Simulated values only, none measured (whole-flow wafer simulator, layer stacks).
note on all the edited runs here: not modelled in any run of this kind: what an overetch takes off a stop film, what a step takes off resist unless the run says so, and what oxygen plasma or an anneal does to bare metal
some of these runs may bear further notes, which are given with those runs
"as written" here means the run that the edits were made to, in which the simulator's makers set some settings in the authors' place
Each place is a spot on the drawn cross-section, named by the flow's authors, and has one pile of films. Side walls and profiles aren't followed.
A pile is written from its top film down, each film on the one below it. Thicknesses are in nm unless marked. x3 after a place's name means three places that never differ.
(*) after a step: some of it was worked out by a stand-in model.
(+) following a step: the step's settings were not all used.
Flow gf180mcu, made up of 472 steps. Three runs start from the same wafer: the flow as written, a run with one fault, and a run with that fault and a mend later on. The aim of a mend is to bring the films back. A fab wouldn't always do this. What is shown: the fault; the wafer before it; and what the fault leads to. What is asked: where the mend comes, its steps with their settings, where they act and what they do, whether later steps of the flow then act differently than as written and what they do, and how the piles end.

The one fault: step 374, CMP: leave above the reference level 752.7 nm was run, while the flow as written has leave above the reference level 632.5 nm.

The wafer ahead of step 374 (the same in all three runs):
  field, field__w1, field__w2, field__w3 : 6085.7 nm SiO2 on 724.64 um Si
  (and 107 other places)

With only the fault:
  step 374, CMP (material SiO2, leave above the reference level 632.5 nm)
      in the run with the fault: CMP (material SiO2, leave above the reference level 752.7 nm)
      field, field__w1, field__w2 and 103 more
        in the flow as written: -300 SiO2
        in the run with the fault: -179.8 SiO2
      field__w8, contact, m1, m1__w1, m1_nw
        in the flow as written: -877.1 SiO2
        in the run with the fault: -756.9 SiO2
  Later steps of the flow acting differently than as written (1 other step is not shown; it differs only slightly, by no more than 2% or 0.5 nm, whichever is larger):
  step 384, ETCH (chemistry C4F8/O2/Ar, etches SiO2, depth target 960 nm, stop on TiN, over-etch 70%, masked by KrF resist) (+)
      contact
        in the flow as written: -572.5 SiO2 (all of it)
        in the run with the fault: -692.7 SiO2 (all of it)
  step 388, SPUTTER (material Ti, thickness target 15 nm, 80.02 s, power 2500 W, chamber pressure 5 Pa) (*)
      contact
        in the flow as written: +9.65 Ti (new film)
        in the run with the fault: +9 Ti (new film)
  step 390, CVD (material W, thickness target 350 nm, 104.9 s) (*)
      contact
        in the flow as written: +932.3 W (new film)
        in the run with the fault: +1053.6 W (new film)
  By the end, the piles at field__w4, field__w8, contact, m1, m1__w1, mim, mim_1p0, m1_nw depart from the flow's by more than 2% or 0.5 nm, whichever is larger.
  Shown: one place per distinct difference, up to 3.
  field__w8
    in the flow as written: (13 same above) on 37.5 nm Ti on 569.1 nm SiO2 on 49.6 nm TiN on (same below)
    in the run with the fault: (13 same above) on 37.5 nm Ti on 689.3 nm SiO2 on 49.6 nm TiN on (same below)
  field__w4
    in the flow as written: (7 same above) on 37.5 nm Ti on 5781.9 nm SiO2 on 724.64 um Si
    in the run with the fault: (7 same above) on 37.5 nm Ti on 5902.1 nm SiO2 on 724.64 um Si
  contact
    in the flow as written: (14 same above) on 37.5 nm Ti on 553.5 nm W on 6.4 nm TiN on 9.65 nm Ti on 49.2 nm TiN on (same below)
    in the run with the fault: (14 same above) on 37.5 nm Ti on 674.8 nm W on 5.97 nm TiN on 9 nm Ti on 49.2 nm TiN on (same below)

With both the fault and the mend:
  The mend follows step 382.
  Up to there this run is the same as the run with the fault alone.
  step 382a, STRIP (chemistry O2/N2, power 2160 W, pressure 1700 mTorr) (*)
      field, field__w1, field__w2 and 107 more
        -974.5 KrF resist (all of it), -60 anti-reflective coat (all of it)
      contact
        -60 anti-reflective coat (all of it)
  step 382b, CMP (material SiO2, leave above the reference level 632.5 nm) (the flow's step 374 again)
      field, field__w1, field__w2 and 108 more
        -120.2 SiO2
  step 382c, HMDS (120 C, 60 s) (the flow's step 376 again)
      leaves every film unchanged at each place that is followed
  step 382d, COAT (anti-reflective coat, thickness 60 nm, 182 C, 71 s) (the flow's step 377 again)
      field, field__w1, field__w2 and 108 more
        +60 anti-reflective coat (new film)
  step 382e, COAT (KrF resist, thickness 1000 nm) (the flow's step 378 again)
      field, field__w1, field__w2 and 108 more
        +1000 KrF resist (new film)
  step 382f, SOFTBAKE (KrF resist) (the flow's step 379 again)
      leaves every film unchanged at each place that is followed
  step 382g, EXPOSE (photomask Via4) (the flow's step 380 again)
      leaves every film unchanged at each place that is followed
  step 382h, PEB (KrF resist, 135 C, 90 s) (the flow's step 381 again)
      field, field__w1, field__w2 and 108 more
        -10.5 KrF resist
  step 382i, DEVELOP (KrF resist, thickness 1000 nm, 60 s) (the flow's step 382 again)
      field, field__w1, field__w2 and 107 more
        -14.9 KrF resist
      contact
        -989.5 KrF resist (all of it)
  Later steps of the flow that are run all act as written at every place that is followed.
  At every place that both follow, the piles at the end match the flow's.
